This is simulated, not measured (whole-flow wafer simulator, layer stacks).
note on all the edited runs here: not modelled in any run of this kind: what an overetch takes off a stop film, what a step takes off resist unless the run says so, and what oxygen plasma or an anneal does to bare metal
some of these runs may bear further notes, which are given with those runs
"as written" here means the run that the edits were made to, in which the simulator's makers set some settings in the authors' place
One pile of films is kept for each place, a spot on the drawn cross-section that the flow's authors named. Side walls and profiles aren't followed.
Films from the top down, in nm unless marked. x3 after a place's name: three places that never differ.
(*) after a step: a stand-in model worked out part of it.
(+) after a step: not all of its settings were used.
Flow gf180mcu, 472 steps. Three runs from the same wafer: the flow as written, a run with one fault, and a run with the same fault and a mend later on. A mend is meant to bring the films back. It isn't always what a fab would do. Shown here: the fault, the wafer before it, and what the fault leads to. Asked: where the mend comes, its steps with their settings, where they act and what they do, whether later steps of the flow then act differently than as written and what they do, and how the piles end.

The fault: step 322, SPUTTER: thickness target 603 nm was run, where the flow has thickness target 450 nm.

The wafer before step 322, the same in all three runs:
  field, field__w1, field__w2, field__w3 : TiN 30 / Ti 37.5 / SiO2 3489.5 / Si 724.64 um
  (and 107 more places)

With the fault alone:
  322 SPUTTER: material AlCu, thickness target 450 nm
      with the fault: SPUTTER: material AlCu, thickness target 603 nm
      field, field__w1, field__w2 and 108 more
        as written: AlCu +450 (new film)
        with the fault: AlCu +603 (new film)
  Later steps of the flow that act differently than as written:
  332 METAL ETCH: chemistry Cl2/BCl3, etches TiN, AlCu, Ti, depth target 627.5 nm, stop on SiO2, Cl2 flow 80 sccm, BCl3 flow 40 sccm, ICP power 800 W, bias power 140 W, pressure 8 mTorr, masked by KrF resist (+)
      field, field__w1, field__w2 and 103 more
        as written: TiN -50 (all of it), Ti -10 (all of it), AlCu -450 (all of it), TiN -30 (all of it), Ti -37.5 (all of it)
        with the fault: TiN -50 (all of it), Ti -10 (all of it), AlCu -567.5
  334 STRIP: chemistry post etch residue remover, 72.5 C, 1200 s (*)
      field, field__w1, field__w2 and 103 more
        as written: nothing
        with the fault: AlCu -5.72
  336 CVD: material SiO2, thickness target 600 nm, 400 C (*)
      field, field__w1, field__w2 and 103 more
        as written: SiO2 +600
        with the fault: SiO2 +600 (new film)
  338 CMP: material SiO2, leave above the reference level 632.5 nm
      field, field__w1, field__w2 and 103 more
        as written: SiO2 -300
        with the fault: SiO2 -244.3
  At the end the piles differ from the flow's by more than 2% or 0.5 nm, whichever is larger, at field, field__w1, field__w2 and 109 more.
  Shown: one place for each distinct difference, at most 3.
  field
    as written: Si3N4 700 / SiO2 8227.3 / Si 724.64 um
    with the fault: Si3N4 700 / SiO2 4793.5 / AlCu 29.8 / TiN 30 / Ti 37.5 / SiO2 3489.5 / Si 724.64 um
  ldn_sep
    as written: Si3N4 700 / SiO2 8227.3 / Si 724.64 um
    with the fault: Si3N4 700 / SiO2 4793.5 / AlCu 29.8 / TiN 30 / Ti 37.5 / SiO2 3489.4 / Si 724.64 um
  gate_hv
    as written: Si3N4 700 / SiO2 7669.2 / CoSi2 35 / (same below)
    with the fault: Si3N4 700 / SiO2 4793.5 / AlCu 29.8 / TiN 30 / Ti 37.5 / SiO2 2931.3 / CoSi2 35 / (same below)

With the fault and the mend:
  The mend comes after step 322.
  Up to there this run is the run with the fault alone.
  322a METAL ETCH: chemistry Cl2/BCl3, etches TiN, AlCu, Ti, depth target 153 nm, Cl2 flow 80 sccm, BCl3 flow 40 sccm, ICP power 800 W, bias power 140 W, pressure 8 mTorr (the flow's step 260 once more, with other settings)
      field, field__w1, field__w2 and 108 more
        AlCu -153
  No later step of the flow acts differently than as written at any place that is followed.
  At the end the piles are the same as the flow's at every place that both follow.
